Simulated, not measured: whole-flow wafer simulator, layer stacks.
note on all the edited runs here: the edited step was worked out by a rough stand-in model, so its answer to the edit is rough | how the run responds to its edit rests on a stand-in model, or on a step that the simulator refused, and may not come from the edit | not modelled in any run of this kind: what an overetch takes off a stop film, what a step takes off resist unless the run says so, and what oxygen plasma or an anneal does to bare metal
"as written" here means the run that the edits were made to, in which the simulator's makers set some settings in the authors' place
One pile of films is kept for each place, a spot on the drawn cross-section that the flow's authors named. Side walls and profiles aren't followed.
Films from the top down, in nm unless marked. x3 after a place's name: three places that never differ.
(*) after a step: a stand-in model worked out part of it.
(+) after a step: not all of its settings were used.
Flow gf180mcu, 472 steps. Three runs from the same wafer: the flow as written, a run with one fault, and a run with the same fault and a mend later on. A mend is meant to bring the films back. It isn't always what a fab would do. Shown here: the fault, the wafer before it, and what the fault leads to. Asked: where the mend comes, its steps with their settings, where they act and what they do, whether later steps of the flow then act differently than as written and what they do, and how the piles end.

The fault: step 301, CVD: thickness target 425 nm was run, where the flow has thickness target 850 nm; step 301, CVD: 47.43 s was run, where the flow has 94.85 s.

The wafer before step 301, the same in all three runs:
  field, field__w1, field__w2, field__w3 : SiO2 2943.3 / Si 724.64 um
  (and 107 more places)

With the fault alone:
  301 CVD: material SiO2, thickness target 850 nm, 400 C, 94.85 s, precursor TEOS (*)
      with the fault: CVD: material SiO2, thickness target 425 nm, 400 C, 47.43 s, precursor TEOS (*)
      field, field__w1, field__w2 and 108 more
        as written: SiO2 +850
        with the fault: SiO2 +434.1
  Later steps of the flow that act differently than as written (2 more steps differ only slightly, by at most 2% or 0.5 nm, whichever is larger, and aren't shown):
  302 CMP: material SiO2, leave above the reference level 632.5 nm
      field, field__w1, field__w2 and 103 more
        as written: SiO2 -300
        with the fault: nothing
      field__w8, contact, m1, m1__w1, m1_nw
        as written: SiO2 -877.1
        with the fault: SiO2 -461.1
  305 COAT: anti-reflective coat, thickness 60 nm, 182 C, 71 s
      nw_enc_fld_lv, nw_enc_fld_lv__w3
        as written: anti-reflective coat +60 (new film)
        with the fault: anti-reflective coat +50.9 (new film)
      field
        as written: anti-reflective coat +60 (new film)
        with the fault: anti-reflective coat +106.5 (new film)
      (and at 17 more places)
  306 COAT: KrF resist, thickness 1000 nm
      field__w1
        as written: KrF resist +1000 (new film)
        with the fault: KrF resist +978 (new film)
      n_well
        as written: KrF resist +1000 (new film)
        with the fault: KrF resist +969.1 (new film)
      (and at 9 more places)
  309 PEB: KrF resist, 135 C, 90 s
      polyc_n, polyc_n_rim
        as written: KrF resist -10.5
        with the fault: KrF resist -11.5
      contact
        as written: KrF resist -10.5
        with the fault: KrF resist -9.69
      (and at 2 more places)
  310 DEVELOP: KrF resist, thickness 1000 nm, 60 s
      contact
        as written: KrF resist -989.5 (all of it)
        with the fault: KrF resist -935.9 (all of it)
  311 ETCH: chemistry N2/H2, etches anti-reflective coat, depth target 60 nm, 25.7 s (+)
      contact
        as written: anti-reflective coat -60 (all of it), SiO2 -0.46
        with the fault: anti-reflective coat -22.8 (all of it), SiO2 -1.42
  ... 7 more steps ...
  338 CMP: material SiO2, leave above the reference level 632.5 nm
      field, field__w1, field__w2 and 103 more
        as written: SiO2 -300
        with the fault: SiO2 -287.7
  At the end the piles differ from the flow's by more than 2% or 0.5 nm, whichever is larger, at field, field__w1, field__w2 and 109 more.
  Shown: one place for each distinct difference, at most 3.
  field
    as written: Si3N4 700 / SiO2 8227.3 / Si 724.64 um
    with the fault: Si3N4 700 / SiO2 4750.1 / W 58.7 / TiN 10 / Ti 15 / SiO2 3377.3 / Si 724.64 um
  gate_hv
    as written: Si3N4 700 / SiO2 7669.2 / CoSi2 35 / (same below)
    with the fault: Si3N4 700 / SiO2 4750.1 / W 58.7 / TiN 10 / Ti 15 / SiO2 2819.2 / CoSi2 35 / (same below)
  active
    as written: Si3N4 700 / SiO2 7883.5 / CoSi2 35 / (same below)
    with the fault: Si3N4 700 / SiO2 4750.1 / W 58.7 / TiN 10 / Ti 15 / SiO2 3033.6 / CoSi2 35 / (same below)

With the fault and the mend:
  The mend comes after step 301.
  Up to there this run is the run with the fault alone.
  301a CVD: material SiO2, thickness target 425 nm, 400 C, 47.43 s, precursor TEOS (*) (the flow's step 301 once more, with other settings)
      field, field__w1, field__w2 and 108 more
        SiO2 +434.1
  Later steps of the flow that act differently than as written:
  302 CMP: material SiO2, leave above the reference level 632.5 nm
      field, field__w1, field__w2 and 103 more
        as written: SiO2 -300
        with the mend: SiO2 -318.1
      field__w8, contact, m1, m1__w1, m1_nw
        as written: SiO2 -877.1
        with the mend: SiO2 -895.2
  At the end the piles are the same as the flow's at every place that both follow.
